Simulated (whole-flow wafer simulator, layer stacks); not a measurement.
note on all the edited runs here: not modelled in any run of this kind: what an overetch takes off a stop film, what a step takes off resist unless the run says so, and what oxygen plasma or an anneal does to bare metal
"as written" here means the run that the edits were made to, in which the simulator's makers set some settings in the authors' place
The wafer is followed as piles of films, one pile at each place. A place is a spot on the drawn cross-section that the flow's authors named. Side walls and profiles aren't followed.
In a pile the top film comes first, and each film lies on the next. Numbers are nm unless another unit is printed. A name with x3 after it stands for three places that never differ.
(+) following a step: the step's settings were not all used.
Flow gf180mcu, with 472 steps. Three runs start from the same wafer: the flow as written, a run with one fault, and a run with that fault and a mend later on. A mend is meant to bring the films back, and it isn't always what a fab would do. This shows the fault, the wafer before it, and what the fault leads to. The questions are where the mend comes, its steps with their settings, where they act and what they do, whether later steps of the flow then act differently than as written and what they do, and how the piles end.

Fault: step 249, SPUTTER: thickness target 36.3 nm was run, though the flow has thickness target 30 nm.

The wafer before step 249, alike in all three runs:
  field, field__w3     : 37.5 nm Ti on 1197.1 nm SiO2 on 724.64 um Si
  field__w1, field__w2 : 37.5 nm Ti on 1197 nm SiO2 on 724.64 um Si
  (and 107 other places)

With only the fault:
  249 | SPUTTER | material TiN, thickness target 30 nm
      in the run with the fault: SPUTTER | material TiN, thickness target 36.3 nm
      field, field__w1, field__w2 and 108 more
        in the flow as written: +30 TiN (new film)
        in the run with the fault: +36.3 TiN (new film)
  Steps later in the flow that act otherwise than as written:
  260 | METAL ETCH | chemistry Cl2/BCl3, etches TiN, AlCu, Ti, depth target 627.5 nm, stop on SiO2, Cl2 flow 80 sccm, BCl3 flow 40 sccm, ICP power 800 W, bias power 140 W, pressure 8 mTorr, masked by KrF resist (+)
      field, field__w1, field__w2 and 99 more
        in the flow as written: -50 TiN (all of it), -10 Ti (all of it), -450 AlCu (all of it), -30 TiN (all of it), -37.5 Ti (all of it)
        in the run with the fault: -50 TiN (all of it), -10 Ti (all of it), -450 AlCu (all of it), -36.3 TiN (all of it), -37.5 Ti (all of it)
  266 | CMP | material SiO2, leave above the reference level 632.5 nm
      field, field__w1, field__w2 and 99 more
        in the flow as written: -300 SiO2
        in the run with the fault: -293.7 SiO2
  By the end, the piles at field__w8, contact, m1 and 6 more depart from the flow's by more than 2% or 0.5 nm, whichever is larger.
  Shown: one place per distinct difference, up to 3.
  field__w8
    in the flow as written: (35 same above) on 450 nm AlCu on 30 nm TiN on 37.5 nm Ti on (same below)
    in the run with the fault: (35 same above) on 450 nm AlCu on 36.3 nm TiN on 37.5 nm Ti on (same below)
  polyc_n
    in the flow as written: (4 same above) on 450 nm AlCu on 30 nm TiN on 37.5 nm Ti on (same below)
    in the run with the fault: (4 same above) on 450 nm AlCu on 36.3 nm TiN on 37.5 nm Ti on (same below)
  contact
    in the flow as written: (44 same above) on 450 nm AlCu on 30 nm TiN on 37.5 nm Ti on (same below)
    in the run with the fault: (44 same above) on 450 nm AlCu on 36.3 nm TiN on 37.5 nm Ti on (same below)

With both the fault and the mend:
  After step 249 comes the mend.
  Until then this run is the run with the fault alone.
  249a | METAL ETCH | chemistry Cl2/BCl3, etches TiN, AlCu, Ti, depth target 6.3 nm, Cl2 flow 80 sccm, BCl3 flow 40 sccm, ICP power 800 W, bias power 140 W, pressure 8 mTorr
      field, field__w1, field__w2 and 108 more
        -6.3 TiN
  Later steps of the flow that are run all act as written at every place that is followed.
  By the end, the piles equal the flow's at every place that both follow.
